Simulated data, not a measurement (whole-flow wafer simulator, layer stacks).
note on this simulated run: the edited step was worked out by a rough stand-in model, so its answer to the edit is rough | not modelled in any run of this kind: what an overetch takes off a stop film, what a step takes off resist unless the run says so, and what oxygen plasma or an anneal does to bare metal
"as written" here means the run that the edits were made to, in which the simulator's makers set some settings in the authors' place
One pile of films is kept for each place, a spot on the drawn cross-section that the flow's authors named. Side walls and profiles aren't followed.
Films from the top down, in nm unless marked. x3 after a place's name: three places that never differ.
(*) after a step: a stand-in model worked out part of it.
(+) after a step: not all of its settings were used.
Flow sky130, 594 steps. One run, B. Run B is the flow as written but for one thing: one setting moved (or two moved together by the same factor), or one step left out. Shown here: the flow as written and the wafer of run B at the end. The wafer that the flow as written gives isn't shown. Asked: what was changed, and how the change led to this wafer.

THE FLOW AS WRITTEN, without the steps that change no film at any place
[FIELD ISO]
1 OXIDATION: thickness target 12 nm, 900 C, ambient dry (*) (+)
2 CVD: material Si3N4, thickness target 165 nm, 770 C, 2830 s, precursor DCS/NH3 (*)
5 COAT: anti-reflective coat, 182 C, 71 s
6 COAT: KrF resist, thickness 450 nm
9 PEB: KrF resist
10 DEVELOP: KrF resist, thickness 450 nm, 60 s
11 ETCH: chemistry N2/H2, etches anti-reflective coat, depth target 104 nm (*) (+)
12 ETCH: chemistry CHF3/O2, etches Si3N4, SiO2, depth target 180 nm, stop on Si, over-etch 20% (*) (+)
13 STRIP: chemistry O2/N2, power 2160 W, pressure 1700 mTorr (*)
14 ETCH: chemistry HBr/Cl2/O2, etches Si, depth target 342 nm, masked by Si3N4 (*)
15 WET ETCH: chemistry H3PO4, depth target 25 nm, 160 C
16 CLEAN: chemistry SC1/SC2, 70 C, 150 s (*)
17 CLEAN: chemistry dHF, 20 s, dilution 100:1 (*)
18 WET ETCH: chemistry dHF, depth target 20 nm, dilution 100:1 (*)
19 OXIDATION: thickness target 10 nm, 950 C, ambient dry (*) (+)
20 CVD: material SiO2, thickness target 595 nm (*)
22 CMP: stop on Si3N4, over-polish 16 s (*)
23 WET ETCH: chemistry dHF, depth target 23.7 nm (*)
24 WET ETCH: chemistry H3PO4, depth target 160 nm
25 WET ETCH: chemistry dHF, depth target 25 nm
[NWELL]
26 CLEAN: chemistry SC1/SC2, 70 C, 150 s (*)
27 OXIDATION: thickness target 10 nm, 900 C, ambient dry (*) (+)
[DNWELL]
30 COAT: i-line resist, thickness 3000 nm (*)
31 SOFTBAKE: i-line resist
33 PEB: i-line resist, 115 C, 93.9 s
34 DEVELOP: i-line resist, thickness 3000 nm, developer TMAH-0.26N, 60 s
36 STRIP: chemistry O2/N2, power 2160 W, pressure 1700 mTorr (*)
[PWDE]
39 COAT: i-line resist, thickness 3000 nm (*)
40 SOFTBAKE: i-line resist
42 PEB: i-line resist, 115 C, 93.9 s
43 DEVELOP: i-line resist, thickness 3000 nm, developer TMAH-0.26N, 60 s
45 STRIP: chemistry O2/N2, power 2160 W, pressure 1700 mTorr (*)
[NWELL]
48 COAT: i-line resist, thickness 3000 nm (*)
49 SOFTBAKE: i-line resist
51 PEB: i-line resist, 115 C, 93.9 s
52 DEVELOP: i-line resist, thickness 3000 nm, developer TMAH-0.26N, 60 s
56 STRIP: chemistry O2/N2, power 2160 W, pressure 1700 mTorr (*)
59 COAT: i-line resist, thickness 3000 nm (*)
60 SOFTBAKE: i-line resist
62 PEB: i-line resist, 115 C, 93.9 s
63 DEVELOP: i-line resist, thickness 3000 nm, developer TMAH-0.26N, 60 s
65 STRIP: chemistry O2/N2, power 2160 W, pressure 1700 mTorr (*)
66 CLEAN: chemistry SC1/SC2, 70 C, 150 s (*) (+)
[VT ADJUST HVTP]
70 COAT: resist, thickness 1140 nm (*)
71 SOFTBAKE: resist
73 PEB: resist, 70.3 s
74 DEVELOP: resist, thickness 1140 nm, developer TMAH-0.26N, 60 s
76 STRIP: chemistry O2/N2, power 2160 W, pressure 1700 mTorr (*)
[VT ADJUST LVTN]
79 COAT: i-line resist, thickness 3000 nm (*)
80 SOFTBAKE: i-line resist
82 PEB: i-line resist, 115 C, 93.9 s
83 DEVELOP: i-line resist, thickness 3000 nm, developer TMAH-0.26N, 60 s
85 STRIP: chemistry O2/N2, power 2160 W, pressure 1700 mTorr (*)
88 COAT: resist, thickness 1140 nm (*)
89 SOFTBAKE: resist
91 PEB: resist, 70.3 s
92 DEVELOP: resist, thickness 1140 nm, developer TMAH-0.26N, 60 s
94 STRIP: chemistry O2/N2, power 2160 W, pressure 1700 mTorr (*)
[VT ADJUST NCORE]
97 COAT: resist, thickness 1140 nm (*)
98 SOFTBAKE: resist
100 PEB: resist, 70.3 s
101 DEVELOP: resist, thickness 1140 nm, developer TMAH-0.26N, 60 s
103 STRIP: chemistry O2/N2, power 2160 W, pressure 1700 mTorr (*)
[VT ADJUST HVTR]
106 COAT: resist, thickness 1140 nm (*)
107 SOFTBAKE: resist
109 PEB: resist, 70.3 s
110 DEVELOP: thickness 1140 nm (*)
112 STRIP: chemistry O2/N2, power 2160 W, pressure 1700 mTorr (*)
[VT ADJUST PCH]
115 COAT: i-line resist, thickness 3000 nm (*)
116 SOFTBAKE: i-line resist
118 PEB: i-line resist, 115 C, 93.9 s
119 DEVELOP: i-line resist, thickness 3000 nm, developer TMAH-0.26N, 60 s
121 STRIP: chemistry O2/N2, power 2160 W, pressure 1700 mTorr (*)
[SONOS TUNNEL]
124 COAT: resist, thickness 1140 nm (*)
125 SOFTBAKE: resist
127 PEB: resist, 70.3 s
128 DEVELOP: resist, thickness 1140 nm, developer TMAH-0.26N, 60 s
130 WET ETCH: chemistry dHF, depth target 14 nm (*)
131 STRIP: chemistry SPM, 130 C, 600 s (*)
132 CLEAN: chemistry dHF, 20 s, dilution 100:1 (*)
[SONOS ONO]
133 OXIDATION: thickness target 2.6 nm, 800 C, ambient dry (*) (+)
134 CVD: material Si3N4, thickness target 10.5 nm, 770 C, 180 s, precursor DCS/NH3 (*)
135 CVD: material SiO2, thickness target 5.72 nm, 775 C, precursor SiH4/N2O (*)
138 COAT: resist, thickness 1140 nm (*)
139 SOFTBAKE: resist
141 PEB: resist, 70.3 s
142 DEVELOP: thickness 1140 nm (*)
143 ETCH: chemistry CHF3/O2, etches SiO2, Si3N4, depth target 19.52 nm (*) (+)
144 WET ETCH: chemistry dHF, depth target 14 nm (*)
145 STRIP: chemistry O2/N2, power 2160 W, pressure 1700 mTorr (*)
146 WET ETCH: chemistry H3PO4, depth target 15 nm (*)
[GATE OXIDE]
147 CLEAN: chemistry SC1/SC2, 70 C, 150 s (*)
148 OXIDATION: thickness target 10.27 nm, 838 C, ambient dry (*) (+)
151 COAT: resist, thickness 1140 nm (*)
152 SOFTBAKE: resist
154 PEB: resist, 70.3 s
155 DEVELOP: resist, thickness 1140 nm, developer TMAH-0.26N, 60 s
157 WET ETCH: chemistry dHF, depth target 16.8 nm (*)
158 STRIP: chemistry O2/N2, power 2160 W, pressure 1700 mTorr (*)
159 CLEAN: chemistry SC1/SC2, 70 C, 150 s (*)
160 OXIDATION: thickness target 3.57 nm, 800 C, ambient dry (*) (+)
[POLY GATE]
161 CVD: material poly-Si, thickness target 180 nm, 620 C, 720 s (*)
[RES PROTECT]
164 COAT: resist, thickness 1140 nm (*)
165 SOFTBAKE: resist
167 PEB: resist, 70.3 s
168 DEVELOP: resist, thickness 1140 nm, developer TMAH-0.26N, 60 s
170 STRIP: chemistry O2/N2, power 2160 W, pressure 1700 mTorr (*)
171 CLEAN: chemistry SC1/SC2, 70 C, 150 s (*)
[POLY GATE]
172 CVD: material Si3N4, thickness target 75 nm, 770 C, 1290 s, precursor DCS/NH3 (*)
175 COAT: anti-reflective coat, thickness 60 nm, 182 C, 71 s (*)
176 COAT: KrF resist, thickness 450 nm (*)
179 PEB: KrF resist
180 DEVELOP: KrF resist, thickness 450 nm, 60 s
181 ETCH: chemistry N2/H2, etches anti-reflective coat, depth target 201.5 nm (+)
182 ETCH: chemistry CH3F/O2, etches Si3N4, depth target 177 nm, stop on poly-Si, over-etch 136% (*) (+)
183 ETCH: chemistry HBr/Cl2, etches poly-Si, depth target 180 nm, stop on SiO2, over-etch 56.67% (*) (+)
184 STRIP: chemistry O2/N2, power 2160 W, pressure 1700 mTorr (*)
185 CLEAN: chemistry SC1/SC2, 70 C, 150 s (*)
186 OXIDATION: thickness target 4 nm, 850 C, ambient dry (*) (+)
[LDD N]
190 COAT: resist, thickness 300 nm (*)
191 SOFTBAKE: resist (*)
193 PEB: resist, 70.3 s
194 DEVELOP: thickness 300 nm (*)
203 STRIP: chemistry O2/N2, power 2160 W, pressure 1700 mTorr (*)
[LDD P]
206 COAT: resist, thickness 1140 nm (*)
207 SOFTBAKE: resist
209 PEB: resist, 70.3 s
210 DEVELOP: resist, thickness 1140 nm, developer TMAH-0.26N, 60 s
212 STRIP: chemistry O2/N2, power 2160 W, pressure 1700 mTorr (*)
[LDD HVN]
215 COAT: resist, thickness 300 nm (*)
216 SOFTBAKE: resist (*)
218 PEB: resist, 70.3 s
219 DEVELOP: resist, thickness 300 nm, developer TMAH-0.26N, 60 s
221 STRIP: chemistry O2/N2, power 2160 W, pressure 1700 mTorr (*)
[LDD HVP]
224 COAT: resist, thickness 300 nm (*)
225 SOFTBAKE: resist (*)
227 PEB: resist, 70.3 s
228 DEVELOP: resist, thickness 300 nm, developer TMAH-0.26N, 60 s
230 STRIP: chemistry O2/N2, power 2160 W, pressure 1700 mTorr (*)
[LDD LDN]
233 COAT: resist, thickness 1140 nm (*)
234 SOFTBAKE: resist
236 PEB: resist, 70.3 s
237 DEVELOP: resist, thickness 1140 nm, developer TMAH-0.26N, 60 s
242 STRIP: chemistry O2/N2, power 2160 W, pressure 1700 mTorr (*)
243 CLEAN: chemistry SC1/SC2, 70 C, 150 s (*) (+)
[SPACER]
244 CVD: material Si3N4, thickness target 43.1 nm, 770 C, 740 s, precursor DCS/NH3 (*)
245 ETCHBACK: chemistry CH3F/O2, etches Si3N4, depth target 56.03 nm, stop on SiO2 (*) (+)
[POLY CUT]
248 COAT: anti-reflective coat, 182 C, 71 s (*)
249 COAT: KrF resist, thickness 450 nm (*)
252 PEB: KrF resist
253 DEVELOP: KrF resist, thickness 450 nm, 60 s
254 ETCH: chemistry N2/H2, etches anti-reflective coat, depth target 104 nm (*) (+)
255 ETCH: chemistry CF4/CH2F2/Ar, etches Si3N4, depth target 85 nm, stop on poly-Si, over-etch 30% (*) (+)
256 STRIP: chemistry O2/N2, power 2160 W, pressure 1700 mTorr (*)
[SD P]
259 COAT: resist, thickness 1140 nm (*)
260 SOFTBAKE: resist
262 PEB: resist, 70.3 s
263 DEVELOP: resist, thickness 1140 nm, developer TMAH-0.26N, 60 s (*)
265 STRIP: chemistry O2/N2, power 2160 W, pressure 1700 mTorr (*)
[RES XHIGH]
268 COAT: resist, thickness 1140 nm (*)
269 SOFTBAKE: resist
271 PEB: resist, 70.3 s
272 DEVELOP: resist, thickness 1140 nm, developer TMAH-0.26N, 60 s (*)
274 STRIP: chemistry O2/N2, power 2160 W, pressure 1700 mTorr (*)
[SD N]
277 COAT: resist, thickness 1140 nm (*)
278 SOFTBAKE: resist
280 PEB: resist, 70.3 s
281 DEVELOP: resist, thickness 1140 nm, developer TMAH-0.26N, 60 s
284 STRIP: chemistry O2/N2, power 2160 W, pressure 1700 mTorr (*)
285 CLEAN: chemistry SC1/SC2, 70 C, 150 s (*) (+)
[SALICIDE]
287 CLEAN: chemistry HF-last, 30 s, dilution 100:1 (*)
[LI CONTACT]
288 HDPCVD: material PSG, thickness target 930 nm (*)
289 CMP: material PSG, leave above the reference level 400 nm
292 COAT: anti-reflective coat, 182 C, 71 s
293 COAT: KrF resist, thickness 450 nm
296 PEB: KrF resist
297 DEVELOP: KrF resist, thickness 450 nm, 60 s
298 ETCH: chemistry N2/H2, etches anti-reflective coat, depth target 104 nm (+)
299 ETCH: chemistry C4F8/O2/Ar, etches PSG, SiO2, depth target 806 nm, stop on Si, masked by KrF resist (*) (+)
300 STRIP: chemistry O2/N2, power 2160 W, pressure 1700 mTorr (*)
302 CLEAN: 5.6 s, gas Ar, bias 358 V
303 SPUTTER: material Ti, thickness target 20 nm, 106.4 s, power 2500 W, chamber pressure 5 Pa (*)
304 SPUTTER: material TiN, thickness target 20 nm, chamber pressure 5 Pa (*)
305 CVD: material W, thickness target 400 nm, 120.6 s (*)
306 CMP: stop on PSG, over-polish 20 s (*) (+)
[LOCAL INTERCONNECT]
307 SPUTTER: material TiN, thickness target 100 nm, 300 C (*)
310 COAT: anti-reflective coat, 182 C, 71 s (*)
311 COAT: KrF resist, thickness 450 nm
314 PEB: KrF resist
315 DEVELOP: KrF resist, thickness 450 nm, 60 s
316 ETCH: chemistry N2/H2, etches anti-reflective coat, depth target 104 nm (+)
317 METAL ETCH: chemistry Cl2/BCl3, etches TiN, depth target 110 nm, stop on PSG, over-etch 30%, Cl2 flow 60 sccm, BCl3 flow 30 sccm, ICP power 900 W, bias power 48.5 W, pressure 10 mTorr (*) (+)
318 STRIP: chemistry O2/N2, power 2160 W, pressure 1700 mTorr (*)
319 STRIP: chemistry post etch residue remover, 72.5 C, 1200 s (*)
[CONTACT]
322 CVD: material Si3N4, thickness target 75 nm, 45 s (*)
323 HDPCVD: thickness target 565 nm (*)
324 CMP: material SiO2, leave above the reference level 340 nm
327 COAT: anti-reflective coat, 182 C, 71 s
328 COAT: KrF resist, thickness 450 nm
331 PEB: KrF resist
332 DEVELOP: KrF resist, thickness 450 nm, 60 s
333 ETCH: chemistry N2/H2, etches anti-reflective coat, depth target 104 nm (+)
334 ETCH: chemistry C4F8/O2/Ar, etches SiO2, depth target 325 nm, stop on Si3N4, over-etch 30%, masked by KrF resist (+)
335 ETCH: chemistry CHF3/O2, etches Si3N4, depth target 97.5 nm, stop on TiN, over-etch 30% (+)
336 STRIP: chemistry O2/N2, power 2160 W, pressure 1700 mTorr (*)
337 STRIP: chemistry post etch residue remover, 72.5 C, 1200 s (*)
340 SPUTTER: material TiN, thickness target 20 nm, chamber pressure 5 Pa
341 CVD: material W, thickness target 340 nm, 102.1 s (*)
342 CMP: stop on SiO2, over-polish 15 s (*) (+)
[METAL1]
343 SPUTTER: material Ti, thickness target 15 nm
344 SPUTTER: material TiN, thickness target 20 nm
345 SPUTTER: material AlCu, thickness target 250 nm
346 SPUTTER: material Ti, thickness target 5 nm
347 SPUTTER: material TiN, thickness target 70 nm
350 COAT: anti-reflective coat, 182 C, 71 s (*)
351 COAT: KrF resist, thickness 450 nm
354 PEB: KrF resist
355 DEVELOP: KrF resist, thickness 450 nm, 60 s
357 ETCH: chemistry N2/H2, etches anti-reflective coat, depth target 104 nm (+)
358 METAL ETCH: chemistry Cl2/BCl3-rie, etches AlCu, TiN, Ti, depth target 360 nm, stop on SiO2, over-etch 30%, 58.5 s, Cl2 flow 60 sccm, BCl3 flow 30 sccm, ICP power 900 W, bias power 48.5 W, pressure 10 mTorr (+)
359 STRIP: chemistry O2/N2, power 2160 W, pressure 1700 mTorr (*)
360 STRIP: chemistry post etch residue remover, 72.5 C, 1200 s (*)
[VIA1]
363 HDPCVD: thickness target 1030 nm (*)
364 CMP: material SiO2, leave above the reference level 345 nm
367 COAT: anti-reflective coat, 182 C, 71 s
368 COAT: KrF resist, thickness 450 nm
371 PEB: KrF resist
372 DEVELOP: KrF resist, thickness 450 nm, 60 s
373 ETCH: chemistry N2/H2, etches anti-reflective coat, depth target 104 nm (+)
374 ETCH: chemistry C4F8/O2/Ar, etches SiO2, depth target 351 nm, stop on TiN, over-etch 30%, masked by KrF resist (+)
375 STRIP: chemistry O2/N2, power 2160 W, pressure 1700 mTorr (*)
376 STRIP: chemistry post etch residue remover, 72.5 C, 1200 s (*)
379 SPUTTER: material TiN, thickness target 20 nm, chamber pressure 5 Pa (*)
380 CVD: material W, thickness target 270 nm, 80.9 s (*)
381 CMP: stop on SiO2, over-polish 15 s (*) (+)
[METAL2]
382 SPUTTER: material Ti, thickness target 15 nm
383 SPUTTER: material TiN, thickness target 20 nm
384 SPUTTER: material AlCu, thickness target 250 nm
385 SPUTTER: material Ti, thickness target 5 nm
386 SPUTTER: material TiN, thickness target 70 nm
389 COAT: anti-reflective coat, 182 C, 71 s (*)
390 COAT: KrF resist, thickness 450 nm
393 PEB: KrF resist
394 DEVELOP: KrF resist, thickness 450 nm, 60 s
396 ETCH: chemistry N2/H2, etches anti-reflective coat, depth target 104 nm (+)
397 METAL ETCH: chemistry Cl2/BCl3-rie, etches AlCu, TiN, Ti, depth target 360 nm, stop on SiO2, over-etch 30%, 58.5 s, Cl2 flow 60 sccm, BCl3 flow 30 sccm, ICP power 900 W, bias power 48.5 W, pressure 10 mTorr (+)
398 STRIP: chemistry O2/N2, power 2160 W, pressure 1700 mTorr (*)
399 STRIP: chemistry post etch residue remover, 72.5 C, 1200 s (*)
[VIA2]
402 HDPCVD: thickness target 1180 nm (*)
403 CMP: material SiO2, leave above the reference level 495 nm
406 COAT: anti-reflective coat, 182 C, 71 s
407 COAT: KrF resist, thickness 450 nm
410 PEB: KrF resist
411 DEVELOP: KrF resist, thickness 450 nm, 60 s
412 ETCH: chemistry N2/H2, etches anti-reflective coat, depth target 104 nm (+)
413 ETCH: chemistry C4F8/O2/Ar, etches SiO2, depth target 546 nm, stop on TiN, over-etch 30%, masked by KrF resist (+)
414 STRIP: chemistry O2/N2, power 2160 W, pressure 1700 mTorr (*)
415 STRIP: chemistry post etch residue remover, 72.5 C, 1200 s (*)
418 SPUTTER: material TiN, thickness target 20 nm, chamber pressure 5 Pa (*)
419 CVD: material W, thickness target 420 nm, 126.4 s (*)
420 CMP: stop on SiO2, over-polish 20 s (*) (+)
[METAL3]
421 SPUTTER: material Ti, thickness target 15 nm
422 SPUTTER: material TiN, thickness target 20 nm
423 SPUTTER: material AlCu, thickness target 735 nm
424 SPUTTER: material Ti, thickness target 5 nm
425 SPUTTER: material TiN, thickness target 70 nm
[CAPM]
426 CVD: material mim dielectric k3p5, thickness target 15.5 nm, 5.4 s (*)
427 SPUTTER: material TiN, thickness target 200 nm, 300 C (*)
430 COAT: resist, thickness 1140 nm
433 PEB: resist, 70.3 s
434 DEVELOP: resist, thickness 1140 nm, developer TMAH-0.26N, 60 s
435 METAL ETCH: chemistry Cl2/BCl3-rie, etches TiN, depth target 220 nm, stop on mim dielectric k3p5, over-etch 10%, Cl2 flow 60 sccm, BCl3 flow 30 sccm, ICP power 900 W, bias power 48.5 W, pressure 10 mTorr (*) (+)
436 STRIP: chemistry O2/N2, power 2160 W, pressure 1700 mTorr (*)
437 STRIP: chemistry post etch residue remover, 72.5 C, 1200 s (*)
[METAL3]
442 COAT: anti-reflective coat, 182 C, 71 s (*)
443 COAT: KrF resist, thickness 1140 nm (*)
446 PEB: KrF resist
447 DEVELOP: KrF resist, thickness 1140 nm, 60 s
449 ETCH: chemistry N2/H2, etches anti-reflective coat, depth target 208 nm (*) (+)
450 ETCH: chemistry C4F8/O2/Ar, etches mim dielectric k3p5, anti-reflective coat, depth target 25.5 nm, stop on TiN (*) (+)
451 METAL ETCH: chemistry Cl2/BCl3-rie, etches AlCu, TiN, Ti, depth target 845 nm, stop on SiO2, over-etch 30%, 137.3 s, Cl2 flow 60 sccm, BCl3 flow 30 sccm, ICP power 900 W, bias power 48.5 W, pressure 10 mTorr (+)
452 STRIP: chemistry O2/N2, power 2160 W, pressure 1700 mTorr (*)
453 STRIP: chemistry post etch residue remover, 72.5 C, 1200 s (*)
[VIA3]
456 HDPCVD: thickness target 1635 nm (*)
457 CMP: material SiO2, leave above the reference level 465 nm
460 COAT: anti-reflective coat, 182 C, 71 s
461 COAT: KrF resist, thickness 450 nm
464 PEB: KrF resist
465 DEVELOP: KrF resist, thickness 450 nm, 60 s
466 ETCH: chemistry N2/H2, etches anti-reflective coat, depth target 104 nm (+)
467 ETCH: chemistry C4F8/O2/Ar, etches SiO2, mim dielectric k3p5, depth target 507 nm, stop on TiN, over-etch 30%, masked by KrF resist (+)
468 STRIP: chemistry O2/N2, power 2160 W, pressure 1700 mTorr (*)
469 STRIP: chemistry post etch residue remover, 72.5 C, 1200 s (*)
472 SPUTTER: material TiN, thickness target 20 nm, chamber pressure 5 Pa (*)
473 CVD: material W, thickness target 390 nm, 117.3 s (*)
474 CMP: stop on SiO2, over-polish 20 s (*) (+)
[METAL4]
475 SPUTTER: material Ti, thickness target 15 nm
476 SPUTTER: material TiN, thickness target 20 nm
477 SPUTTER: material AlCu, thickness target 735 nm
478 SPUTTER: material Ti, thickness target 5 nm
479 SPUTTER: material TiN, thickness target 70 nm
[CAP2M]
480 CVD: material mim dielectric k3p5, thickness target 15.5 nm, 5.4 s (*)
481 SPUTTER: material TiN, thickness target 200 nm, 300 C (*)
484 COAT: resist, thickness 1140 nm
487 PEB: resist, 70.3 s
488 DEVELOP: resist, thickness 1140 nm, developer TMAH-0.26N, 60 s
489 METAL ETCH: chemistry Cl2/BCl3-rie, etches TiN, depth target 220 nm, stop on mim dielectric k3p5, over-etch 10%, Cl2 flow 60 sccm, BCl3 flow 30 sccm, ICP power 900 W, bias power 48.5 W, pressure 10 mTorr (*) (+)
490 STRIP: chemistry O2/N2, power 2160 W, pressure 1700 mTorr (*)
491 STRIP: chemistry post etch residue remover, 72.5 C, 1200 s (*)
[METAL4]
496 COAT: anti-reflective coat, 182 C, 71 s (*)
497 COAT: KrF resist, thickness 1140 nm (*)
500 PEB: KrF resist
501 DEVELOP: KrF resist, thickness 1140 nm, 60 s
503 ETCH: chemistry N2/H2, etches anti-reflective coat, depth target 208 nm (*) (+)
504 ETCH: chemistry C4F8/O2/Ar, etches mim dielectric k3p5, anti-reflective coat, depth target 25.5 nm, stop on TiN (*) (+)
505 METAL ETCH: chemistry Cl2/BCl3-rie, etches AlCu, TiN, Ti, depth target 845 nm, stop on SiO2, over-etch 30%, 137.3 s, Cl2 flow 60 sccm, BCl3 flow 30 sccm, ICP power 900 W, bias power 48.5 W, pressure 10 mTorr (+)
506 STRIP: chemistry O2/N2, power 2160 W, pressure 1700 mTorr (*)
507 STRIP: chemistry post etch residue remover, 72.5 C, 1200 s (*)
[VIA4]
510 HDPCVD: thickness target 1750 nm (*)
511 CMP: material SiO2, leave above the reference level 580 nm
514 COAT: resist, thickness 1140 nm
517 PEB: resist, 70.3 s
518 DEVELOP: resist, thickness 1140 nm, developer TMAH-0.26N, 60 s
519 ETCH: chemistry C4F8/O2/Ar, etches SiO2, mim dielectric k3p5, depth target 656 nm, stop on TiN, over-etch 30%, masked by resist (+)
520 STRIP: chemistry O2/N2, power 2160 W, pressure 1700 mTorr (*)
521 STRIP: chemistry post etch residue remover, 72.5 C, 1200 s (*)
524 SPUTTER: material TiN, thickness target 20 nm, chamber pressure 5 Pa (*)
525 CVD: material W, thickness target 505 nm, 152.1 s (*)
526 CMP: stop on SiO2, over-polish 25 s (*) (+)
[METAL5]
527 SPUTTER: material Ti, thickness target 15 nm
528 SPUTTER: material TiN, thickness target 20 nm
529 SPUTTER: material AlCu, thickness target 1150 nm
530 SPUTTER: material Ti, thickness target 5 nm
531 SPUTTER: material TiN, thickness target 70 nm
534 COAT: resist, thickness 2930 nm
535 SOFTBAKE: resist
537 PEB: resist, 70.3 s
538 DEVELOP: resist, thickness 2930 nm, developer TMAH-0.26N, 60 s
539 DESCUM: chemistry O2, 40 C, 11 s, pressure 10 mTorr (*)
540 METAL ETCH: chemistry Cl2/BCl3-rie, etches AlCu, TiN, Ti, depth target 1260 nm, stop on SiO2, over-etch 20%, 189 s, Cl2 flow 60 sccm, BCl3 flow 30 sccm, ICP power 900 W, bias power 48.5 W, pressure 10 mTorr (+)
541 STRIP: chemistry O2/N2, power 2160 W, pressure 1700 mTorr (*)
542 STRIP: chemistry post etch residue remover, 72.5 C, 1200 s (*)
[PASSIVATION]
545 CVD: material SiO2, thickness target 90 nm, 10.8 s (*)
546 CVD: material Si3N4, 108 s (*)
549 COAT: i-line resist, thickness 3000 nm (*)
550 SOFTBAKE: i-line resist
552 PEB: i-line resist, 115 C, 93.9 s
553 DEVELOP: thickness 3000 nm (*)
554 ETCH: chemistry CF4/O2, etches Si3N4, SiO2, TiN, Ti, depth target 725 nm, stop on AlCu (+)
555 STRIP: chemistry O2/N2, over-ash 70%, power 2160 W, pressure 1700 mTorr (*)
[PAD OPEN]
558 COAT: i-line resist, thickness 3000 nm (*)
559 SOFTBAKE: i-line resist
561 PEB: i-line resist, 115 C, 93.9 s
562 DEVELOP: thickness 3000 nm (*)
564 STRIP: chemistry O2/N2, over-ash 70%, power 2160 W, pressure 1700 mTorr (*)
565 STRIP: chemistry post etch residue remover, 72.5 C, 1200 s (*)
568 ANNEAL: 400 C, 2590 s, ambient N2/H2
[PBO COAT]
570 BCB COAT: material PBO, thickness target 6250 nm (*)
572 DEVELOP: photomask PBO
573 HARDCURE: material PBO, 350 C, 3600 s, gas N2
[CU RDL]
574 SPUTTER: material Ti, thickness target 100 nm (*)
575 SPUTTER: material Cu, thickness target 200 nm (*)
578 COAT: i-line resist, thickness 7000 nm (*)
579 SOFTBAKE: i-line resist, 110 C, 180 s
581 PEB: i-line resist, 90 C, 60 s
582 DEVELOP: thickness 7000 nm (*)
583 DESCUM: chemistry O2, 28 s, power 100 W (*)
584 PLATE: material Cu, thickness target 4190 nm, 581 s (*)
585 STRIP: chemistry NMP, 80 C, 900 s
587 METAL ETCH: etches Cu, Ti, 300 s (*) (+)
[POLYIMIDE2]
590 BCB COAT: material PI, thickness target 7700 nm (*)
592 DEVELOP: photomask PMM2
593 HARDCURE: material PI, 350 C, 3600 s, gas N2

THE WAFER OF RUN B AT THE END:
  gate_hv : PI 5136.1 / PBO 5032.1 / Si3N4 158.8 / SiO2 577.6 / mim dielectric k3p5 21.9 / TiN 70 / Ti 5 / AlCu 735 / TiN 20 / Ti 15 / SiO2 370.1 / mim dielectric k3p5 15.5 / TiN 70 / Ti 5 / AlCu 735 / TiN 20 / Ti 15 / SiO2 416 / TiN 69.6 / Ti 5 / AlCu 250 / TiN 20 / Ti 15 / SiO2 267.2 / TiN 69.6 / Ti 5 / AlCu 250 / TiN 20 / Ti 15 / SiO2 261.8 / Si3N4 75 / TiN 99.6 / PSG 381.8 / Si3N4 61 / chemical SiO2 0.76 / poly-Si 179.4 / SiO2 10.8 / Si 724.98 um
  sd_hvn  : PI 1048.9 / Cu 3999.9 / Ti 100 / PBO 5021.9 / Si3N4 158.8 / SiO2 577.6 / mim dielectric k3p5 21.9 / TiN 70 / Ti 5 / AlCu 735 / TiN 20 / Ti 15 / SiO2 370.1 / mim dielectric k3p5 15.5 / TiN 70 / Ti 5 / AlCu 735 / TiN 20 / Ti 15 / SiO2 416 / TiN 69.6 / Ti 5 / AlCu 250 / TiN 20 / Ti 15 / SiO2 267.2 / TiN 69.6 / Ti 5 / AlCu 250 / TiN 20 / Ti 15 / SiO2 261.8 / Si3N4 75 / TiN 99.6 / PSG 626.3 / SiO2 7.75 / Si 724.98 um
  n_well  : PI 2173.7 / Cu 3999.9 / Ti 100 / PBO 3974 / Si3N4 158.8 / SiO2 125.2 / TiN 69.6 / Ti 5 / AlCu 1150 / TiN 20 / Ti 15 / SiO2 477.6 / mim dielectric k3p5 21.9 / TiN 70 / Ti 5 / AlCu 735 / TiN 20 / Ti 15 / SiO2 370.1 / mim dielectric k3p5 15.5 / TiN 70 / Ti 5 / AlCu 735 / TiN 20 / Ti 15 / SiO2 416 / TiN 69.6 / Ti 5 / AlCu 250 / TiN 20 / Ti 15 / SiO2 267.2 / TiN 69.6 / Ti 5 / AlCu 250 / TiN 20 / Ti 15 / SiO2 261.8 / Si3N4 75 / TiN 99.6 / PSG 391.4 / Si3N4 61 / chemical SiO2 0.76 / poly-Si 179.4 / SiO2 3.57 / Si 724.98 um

The cause: step 480, CVD: thickness target 21.9 nm was run, where the flow has thickness target 15.5 nm; step 480, CVD: 7.61 s was run, where the flow has 5.4 s.
It can be read off the wafer: gate_hv has mim dielectric k3p5 21.9, and step 480 as written asks for 15.5 nm.

How the change led to this, step by step:
  480 CVD: material mim dielectric k3p5, thickness target 15.5 nm, 5.4 s (*)
      field, active, n_well and 189 more: mim dielectric k3p5 +21.9 (new film) (as written it would be: mim dielectric k3p5 +15.5 (new film))
  504 ETCH: chemistry C4F8/O2/Ar, etches mim dielectric k3p5, anti-reflective coat, depth target 25.5 nm, stop on TiN (*) (+)
      n_well, p_well, gate_hv and 102 more: KrF resist -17 (as written it would be: KrF resist -15.5)
      field, active, gate and 85 more: mim dielectric k3p5 -21.9 (all of it) (as written it would be: mim dielectric k3p5 -15.5 (all of it))
  519 ETCH: chemistry C4F8/O2/Ar, etches SiO2, mim dielectric k3p5, depth target 656 nm, stop on TiN, over-etch 30%, masked by resist (+)
      m1: SiO2 -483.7 (all of it), mim dielectric k3p5 -21.9 (all of it) (as written it would be: SiO2 -490.1 (all of it), mim dielectric k3p5 -15.5 (all of it))
      via4_hole: SiO2 -483.1 (all of it), mim dielectric k3p5 -21.9 (all of it) (as written it would be: SiO2 -489.5 (all of it), mim dielectric k3p5 -15.5 (all of it))
